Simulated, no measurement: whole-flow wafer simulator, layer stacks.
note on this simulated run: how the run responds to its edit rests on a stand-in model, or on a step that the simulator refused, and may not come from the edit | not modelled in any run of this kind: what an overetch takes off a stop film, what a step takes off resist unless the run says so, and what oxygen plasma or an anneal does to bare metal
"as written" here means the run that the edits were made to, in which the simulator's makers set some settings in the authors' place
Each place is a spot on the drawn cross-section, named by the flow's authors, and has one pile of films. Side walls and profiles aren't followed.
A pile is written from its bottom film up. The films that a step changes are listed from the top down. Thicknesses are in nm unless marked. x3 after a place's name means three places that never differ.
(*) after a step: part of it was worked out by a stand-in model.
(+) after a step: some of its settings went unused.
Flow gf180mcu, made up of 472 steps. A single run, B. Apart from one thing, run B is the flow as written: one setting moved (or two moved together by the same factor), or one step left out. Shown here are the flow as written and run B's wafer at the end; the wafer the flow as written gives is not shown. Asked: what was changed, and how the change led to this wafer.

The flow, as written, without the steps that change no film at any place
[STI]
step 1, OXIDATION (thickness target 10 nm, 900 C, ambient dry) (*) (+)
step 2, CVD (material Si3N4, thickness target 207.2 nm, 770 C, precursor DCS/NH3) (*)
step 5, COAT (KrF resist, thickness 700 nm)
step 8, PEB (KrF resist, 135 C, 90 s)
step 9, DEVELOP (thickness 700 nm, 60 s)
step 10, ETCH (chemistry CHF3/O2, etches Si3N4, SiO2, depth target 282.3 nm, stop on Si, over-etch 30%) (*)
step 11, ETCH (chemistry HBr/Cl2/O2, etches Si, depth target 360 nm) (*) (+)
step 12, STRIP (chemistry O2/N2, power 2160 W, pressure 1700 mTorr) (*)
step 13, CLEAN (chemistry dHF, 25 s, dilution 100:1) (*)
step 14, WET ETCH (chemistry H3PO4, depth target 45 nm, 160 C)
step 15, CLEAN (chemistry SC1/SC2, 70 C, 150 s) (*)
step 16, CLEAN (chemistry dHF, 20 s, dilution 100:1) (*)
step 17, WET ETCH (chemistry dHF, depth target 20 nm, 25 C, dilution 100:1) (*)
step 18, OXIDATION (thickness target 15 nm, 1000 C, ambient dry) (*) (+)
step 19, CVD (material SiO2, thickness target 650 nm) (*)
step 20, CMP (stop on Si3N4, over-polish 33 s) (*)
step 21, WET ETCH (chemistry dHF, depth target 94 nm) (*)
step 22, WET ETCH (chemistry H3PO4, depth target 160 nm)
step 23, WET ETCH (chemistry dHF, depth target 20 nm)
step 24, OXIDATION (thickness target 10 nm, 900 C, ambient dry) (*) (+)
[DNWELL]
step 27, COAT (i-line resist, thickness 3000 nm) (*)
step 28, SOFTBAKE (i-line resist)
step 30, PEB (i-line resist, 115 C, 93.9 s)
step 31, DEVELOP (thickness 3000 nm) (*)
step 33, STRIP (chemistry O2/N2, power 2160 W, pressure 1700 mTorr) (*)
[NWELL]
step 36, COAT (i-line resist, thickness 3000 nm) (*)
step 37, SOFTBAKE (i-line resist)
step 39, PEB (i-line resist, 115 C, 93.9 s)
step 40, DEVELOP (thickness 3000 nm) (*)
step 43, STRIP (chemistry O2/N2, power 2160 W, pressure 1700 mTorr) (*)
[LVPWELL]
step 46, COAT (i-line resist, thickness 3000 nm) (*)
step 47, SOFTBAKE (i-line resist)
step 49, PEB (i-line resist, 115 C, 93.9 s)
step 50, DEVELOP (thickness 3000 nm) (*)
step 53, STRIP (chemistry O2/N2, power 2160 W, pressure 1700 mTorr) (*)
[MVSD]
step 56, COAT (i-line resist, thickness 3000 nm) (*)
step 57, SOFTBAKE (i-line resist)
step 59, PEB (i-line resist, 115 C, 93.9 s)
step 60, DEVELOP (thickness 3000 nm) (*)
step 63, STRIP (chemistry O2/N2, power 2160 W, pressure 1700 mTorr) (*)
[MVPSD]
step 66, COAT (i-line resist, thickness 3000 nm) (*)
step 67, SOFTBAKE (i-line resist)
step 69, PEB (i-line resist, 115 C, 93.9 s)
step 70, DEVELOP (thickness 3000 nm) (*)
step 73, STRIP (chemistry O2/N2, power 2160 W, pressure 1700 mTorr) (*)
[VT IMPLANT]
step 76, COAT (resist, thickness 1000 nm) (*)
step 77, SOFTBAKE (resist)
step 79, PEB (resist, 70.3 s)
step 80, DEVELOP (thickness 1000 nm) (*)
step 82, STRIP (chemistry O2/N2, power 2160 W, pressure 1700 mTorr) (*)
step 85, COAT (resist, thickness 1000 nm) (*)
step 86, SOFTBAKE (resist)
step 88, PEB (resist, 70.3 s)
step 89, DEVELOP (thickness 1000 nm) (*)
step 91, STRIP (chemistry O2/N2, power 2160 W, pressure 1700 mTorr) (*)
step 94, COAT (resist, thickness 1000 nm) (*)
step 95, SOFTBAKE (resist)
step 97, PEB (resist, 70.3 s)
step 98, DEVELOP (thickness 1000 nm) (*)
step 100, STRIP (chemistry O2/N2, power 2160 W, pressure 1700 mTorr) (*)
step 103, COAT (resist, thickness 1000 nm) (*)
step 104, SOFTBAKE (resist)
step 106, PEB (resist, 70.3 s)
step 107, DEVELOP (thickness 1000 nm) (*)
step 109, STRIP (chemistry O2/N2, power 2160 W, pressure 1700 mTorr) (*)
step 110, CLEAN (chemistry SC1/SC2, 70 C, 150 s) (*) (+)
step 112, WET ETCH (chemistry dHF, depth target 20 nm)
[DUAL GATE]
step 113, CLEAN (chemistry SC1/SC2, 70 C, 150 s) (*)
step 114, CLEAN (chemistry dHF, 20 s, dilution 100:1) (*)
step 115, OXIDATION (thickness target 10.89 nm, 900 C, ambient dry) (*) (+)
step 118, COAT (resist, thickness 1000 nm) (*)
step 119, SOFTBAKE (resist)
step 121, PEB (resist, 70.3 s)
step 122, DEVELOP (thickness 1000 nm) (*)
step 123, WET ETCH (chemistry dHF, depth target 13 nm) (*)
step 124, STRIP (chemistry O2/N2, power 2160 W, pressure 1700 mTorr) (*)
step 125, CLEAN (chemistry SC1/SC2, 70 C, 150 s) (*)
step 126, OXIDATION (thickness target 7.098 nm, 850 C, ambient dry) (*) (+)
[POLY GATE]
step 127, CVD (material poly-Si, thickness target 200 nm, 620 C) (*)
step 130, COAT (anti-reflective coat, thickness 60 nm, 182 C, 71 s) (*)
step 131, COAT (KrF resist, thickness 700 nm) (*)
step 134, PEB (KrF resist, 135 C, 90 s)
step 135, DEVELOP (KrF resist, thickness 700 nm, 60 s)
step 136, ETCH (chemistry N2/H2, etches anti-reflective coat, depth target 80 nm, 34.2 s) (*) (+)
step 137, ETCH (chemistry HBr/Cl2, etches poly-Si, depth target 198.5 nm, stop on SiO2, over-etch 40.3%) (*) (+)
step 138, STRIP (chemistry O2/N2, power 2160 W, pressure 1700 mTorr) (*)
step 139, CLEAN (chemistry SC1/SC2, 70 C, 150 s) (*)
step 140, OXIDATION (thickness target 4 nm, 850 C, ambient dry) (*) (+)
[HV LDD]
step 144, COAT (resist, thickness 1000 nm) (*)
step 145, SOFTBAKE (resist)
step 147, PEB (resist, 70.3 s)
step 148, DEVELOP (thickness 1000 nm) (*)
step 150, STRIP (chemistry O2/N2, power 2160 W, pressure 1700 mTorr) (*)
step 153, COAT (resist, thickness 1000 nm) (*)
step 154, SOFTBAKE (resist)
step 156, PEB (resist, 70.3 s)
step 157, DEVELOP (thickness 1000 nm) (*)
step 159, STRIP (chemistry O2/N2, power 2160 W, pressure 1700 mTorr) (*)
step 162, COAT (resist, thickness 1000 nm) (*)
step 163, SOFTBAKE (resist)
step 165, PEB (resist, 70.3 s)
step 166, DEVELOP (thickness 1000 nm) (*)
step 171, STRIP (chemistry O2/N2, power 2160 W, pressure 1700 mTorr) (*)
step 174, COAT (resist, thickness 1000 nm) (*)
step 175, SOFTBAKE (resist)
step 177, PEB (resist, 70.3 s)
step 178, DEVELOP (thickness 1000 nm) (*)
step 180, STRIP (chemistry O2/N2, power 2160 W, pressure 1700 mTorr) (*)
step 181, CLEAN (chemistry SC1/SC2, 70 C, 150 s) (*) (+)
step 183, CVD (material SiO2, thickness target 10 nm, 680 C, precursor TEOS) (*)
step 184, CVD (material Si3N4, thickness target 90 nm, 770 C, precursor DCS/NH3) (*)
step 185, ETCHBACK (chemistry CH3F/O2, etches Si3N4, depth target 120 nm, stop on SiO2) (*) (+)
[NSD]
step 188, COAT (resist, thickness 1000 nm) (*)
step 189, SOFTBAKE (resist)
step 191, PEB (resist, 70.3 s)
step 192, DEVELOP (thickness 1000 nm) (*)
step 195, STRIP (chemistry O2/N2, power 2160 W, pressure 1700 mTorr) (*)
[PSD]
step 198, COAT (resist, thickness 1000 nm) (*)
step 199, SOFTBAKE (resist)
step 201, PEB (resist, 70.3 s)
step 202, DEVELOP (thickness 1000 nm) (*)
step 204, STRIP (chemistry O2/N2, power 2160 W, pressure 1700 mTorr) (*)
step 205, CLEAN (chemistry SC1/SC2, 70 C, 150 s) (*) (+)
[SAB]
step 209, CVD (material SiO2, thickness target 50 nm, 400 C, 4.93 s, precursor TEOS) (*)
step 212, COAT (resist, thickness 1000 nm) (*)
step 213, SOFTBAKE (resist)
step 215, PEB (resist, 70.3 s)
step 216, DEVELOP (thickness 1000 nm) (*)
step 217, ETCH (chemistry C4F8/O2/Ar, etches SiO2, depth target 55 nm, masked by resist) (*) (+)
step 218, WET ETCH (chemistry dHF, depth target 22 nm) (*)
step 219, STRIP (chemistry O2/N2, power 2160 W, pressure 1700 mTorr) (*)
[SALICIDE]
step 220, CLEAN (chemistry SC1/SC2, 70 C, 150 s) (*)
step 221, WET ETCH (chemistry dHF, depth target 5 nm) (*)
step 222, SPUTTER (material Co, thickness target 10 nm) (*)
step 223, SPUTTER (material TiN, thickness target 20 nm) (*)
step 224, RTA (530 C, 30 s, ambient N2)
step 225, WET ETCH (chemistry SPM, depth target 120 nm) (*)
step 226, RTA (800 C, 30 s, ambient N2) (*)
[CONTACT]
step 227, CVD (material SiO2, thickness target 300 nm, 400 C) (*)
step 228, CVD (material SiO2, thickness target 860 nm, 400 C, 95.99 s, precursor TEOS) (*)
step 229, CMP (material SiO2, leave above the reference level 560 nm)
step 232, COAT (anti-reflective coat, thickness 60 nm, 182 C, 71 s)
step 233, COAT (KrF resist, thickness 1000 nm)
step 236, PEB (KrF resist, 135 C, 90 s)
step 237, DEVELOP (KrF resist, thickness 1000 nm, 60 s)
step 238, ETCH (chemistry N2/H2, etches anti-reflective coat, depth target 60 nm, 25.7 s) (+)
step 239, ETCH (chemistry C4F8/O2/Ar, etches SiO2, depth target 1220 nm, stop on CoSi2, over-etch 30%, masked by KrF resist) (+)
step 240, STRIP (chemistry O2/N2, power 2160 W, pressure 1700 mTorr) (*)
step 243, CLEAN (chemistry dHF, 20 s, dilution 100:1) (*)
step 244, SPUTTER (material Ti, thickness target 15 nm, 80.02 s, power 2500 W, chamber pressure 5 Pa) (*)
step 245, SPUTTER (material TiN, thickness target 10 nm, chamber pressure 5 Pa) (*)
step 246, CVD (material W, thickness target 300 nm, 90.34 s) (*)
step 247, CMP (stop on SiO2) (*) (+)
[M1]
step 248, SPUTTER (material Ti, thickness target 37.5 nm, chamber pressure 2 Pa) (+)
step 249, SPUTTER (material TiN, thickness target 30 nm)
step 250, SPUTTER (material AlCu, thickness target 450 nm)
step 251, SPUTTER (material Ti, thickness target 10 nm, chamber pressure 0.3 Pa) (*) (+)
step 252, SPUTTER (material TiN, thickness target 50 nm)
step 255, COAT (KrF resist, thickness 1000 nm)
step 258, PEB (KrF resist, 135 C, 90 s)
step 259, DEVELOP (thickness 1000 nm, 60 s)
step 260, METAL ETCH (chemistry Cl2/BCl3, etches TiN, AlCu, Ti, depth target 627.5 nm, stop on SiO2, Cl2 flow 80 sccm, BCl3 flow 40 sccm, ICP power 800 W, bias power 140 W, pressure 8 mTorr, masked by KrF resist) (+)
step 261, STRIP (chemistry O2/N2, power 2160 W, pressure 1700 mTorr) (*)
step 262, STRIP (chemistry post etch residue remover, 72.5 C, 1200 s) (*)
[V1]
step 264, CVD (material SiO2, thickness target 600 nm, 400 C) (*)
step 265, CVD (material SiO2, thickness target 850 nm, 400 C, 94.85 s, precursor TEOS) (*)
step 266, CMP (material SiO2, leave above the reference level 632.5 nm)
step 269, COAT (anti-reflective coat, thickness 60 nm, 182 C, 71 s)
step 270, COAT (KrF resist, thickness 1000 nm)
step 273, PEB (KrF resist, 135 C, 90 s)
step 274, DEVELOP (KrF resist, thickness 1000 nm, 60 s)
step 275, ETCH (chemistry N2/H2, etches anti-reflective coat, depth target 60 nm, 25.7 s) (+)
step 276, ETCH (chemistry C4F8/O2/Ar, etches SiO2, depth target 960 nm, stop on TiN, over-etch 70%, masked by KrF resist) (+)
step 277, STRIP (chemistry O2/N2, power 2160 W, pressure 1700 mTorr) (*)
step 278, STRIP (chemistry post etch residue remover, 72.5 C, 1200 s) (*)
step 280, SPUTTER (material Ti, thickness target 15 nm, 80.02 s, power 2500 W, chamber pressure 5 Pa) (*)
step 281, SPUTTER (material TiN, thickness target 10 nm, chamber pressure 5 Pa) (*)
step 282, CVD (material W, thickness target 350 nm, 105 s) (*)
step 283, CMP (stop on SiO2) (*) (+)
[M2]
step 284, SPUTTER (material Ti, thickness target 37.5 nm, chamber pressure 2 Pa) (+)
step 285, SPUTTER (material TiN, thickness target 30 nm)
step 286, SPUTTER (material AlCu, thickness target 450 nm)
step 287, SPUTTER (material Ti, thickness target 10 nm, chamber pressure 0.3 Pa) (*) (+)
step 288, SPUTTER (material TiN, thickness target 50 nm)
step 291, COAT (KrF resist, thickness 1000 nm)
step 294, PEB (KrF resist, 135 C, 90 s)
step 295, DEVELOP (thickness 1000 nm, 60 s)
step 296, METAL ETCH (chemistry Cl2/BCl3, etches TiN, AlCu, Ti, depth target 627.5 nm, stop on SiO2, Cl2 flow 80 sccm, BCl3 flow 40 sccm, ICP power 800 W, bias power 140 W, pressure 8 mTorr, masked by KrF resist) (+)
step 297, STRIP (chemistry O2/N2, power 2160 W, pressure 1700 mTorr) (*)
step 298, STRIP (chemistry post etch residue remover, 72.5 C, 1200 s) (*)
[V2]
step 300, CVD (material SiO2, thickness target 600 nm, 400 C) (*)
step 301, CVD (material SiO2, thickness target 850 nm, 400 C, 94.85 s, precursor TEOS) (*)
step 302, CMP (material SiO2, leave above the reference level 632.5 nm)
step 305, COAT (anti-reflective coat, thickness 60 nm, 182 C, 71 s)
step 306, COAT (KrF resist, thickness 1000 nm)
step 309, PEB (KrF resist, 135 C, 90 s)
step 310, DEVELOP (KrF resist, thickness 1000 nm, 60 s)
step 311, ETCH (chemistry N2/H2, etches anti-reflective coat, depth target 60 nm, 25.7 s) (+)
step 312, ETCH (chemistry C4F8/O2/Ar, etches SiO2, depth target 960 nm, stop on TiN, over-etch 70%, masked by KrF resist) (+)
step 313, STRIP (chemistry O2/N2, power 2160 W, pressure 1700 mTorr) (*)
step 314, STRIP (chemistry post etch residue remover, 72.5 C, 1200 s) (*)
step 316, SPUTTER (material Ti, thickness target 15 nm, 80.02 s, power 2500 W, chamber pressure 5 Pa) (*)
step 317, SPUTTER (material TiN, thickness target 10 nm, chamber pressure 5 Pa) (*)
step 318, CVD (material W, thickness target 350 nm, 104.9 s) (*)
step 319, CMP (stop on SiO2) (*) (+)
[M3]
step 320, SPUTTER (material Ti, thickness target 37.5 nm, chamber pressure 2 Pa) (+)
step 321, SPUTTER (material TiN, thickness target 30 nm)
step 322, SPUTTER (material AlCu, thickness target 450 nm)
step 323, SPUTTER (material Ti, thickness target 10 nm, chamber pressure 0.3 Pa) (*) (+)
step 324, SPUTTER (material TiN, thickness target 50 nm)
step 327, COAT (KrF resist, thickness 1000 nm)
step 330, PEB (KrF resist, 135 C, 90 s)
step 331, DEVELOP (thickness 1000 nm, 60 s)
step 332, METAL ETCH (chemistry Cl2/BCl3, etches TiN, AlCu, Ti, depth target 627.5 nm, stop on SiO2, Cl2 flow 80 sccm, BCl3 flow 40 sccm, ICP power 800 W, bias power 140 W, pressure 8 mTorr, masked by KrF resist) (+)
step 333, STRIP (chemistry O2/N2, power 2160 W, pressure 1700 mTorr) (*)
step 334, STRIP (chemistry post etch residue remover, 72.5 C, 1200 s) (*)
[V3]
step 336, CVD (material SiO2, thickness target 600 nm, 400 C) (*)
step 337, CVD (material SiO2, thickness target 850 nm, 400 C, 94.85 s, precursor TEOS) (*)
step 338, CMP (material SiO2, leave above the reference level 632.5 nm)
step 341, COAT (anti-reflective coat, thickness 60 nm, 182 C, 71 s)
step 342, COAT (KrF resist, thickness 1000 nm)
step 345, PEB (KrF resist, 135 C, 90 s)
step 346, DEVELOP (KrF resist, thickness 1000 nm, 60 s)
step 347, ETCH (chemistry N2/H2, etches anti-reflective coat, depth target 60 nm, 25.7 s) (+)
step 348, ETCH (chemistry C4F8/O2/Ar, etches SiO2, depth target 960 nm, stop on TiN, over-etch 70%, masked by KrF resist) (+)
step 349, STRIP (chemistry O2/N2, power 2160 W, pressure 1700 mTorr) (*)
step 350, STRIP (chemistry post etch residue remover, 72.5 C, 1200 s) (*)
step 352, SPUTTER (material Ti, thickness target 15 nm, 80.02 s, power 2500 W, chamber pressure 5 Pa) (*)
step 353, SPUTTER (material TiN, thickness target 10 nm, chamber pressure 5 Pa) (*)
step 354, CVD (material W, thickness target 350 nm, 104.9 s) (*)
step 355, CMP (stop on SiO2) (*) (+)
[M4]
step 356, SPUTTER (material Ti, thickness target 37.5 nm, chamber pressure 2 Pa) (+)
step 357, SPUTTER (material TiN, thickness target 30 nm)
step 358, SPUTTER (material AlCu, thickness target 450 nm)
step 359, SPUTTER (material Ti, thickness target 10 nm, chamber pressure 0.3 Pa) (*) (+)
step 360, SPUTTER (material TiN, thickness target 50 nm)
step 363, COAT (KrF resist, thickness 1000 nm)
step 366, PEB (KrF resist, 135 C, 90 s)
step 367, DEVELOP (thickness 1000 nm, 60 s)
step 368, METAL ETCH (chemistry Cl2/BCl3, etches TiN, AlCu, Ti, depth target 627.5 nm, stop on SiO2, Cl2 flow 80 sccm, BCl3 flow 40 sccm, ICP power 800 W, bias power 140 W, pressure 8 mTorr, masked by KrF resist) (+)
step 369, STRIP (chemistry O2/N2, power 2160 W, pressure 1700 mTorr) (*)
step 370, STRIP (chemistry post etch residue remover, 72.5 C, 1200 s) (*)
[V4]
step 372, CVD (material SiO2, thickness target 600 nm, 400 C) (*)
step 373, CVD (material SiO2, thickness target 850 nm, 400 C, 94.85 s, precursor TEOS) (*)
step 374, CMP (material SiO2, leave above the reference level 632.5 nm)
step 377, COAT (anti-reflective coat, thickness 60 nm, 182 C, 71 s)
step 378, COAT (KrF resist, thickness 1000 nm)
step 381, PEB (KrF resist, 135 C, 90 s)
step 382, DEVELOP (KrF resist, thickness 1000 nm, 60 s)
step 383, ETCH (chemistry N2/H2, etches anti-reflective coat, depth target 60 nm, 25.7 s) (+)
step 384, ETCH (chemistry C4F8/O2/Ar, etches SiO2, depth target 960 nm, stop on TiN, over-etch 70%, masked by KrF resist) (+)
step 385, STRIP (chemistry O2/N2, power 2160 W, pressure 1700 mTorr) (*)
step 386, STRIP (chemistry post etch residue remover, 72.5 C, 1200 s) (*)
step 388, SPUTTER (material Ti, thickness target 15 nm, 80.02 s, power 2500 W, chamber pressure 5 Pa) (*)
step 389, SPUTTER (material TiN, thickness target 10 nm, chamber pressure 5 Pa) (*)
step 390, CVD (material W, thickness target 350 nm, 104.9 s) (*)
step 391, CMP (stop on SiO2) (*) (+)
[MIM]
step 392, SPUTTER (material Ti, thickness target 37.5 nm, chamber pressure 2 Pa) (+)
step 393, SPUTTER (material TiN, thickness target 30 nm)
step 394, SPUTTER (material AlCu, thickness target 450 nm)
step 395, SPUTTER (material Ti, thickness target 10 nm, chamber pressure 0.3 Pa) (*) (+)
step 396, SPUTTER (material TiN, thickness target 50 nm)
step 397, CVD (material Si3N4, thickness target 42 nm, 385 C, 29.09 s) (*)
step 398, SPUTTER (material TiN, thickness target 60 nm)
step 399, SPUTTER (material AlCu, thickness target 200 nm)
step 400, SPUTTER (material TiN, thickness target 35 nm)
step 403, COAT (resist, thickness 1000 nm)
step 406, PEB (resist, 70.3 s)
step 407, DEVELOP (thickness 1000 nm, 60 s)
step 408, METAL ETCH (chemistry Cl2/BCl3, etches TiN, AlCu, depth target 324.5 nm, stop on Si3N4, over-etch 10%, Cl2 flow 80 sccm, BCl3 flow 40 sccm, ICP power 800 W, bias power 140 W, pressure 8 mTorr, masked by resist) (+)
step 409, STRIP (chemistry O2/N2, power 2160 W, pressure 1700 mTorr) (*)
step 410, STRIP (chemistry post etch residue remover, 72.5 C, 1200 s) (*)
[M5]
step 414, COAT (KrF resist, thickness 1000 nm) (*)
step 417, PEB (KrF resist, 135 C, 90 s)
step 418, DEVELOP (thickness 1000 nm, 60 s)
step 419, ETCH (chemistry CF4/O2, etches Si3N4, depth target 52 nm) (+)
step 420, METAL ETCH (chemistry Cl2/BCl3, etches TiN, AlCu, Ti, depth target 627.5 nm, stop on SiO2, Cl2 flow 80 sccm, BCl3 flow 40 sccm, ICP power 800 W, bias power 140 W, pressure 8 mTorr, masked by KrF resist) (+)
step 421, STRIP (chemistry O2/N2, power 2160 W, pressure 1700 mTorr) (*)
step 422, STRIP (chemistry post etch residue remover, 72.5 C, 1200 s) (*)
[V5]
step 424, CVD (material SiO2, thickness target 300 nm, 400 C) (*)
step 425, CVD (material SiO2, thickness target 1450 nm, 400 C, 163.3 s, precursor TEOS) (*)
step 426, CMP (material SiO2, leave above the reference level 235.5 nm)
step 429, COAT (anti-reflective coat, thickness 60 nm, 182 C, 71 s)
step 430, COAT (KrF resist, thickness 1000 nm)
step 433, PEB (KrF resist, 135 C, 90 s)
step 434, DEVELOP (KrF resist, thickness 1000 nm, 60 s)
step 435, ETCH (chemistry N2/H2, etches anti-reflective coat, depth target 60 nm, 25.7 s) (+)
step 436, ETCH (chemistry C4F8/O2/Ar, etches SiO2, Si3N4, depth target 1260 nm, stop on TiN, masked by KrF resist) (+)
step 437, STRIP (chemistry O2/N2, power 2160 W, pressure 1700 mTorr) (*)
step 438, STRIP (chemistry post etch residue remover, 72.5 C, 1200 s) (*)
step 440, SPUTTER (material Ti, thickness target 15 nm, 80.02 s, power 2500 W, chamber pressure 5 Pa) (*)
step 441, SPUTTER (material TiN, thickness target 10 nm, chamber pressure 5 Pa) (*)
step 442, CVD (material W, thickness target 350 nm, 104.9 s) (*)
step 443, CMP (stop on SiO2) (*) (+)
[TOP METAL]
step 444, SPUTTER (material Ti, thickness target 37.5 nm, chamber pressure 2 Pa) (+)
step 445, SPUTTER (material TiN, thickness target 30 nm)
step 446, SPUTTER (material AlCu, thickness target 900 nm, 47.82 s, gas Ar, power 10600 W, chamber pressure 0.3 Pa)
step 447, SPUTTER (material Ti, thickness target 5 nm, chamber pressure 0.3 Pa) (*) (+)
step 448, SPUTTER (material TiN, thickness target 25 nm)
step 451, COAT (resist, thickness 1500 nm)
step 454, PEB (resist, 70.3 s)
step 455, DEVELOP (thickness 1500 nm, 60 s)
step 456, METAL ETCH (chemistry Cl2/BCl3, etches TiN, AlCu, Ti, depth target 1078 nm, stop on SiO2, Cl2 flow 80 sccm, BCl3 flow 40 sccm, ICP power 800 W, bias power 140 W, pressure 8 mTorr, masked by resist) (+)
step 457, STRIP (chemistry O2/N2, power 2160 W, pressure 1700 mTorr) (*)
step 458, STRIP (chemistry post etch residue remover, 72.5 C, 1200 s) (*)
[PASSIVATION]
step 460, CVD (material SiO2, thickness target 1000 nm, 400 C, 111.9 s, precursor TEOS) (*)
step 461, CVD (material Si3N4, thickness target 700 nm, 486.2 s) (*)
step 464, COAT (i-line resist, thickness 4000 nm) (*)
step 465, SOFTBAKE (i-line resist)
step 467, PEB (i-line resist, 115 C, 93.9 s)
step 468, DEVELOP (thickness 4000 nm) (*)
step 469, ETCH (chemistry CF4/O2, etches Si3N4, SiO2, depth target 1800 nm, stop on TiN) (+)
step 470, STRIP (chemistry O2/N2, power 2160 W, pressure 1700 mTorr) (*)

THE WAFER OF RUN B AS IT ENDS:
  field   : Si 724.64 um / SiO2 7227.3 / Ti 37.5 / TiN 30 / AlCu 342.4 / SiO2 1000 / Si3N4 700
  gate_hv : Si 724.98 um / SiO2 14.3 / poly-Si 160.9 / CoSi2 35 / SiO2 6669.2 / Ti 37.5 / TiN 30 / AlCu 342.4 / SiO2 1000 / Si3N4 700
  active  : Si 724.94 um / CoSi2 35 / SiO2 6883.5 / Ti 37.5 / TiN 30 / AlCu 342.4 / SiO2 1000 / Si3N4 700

Cause: step 456, METAL ETCH: depth target 581.9 nm was run, though the flow has depth target 1078 nm.

The path from the change to this, step by step:
  step 456, METAL ETCH (chemistry Cl2/BCl3, etches TiN, AlCu, Ti, depth target 1078 nm, stop on SiO2, Cl2 flow 80 sccm, BCl3 flow 40 sccm, ICP power 800 W, bias power 140 W, pressure 8 mTorr, masked by resist) (+)
      field, field__w1, field__w2 and 103 more: -25 TiN (all of it), -5 Ti (all of it), -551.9 AlCu (it would be, as written: -25 TiN (all of it), -5 Ti (all of it), -900 AlCu (all of it), -30 TiN (all of it), -37.5 Ti (all of it))
      field__w8, contact, m1, m1__w1, pad, m1_nw: -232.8 resist (it would be, as written: -431 resist)
  step 457, STRIP (chemistry O2/N2, power 2160 W, pressure 1700 mTorr) (*)
      field__w8, contact, m1, m1__w1, pad, m1_nw: -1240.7 resist (all of it) (it would be, as written: -1042.5 resist (all of it))
  step 458, STRIP (chemistry post etch residue remover, 72.5 C, 1200 s) (*)
      field, field__w1, field__w2 and 103 more: -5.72 AlCu (it would be, as written: nothing)
  step 460, CVD (material SiO2, thickness target 1000 nm, 400 C, 111.9 s, precursor TEOS) (*)
      field, field__w1, field__w2 and 103 more: +1000 SiO2 (new film) (it would be, as written: +1000 SiO2)
  step 464, COAT (i-line resist, thickness 4000 nm) (*)
      field: +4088 i-line resist (new film) (it would be, as written: +4171.5 i-line resist (new film))
      field__w8: +3459.3 i-line resist (new film) (it would be, as written: +3093.1 i-line resist (new film))
      (and at 6 other places as well)
  step 465, SOFTBAKE (i-line resist)
      gate: -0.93 i-line resist (it would be, as written: +1.79 i-line resist)
      field__w11, field__w13: +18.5 i-line resist (it would be, as written: +37.6 i-line resist)
      (and at 66 other places as well)
  step 467, PEB (i-line resist, 115 C, 93.9 s)
      field__w8, m1__w1: -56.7 i-line resist (it would be, as written: -49.2 i-line resist)
      contact, m1: -56.9 i-line resist (it would be, as written: -49.6 i-line resist)
      (and at 2 other places as well)
  step 468, DEVELOP (thickness 4000 nm) (*)
      pad: -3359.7 i-line resist (all of it) (it would be, as written: -2960.4 i-line resist (all of it))
  step 470, STRIP (chemistry O2/N2, power 2160 W, pressure 1700 mTorr) (*)
      field__w8, m1__w1: -2168.9 i-line resist (all of it) (it would be, as written: -1775.9 i-line resist (all of it))
      contact: -2179.4 i-line resist (all of it) (it would be, as written: -1798.3 i-line resist (all of it))
      (and at 2 other places as well)
Taking metal films that touch as one body, field has 1 body; the flow as written gives 0 bodies.
Taking metal films that touch as one body, gate_hv has 2 bodies (between them, from the top down: SiO2 6669.2); the flow as written gives 1 body.
Taking metal films that touch as one body, active has 2 bodies (between them, from the top down: SiO2 6883.5); the flow as written gives 1 body.
